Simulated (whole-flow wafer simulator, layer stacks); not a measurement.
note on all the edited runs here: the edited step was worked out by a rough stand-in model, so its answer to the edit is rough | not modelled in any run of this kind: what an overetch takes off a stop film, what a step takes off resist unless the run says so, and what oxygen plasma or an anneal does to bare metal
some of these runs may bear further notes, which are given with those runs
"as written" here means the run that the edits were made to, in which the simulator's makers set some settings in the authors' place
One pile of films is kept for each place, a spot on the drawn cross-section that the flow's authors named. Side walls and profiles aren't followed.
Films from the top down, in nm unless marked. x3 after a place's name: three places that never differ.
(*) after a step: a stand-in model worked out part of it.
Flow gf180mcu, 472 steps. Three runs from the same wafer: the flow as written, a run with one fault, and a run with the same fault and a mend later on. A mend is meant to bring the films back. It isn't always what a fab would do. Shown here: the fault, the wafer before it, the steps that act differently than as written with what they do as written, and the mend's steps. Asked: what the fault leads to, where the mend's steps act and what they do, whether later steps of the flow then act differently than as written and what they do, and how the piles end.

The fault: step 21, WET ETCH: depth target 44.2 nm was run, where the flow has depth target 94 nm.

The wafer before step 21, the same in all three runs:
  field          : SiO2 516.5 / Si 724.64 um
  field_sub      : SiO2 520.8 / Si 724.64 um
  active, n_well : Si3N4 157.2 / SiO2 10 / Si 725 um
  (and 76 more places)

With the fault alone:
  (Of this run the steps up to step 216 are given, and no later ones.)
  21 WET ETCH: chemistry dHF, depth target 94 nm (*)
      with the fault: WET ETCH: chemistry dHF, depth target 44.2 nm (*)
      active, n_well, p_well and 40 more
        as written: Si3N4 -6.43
        with the fault: Si3N4 -3.06
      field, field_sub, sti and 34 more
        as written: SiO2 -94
        with the fault: SiO2 -44.2
  Later steps of the flow that act differently than as written (29 more steps differ only slightly, by at most 2% or 0.5 nm, whichever is larger, and aren't shown):
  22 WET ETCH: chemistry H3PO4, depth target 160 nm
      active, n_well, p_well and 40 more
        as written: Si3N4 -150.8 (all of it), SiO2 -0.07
        with the fault: Si3N4 -154.1 (all of it), SiO2 -0.05
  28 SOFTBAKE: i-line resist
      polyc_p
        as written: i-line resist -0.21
        with the fault: i-line resist +0.44
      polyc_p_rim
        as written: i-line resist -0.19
        with the fault: i-line resist +0.49
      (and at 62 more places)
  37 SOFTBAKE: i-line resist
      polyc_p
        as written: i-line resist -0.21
        with the fault: i-line resist +0.44
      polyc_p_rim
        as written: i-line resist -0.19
        with the fault: i-line resist +0.49
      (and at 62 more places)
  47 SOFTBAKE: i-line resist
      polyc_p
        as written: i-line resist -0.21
        with the fault: i-line resist +0.44
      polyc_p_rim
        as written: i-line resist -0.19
        with the fault: i-line resist +0.49
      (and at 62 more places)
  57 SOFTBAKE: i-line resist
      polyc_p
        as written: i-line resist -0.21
        with the fault: i-line resist +0.44
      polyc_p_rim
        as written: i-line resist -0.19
        with the fault: i-line resist +0.49
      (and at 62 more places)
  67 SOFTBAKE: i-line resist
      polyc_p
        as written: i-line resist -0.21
        with the fault: i-line resist +0.44
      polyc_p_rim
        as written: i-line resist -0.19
        with the fault: i-line resist +0.49
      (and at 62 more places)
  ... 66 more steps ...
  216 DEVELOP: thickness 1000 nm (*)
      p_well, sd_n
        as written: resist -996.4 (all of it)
        with the fault: resist -1042.7 (all of it)
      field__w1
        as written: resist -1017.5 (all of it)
        with the fault: resist -995.9 (all of it)
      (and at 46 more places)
  After step 216 the piles differ from the flow's by more than 2% or 0.5 nm, whichever is larger, at field, field__w1, field__w2 and 73 more.
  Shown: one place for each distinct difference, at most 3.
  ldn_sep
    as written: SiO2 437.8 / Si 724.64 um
    with the fault: SiO2 487.3 / Si 724.64 um
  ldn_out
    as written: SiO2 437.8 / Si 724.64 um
    with the fault: SiO2 487.4 / Si 724.64 um
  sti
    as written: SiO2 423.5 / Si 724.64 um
    with the fault: SiO2 473.1 / Si 724.64 um

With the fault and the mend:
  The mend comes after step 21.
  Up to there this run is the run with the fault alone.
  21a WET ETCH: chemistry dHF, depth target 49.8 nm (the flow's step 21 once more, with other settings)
      field, field_sub, sti and 34 more
        SiO2 -49.8
  Later steps of the flow that act differently than as written (7 more steps differ only slightly, by at most 2% or 0.5 nm, whichever is larger, and aren't shown):
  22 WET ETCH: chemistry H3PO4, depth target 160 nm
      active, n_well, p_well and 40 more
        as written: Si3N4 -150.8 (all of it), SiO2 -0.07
        with the mend: Si3N4 -154.1 (all of it), SiO2 -0.05
  At the end the piles are the same as the flow's at every place that both follow.
